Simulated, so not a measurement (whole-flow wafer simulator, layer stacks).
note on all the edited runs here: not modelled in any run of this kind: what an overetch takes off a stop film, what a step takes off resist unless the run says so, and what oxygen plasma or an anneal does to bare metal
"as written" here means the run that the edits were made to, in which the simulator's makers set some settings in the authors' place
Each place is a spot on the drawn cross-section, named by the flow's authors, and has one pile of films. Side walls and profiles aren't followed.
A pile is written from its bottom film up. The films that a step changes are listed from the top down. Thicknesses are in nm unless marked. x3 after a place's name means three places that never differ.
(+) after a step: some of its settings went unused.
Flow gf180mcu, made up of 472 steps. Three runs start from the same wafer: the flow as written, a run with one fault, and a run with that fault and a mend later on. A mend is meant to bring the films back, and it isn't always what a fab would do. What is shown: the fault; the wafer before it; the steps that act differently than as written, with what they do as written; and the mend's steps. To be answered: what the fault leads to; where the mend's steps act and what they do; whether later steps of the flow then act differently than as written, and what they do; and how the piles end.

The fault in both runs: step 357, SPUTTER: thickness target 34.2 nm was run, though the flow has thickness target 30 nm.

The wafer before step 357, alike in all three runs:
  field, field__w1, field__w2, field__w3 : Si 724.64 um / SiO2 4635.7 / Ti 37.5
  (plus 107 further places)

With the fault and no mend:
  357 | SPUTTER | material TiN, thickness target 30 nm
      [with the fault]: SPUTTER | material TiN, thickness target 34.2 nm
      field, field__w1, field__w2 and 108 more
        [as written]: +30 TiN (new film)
        [with the fault]: +34.2 TiN (new film)
  Steps later in the flow that act otherwise than as written (1 more step, not shown, differs only slightly: by at most 2% or 0.5 nm, whichever is larger):
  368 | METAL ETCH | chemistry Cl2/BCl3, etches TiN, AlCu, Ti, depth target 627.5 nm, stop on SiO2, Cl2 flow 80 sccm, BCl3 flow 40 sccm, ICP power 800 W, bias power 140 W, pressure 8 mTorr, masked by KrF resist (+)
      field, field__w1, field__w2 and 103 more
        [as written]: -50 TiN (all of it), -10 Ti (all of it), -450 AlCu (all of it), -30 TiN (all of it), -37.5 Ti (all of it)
        [with the fault]: -50 TiN (all of it), -10 Ti (all of it), -450 AlCu (all of it), -34.2 TiN (all of it), -37.5 Ti (all of it)
  The piles end different from the flow's at field__w8, contact, m1, m1__w1, m1_nw by more than 2% or 0.5 nm, whichever is larger.
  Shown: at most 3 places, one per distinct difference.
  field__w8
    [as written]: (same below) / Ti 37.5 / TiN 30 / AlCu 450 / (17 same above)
    [with the fault]: (same below) / Ti 37.5 / TiN 34.2 / AlCu 450 / (17 same above)
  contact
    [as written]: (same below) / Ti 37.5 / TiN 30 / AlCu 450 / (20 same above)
    [with the fault]: (same below) / Ti 37.5 / TiN 34.2 / AlCu 450 / (20 same above)

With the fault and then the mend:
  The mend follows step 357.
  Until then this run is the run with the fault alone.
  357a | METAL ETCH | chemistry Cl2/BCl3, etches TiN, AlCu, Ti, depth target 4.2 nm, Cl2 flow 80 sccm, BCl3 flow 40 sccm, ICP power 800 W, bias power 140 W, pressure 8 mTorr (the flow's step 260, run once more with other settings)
      field, field__w1, field__w2 and 108 more
        -4.2 TiN
  Later steps of the flow that are run all act as written at every place that is followed.
  At every place that both follow, the piles at the end match the flow's.
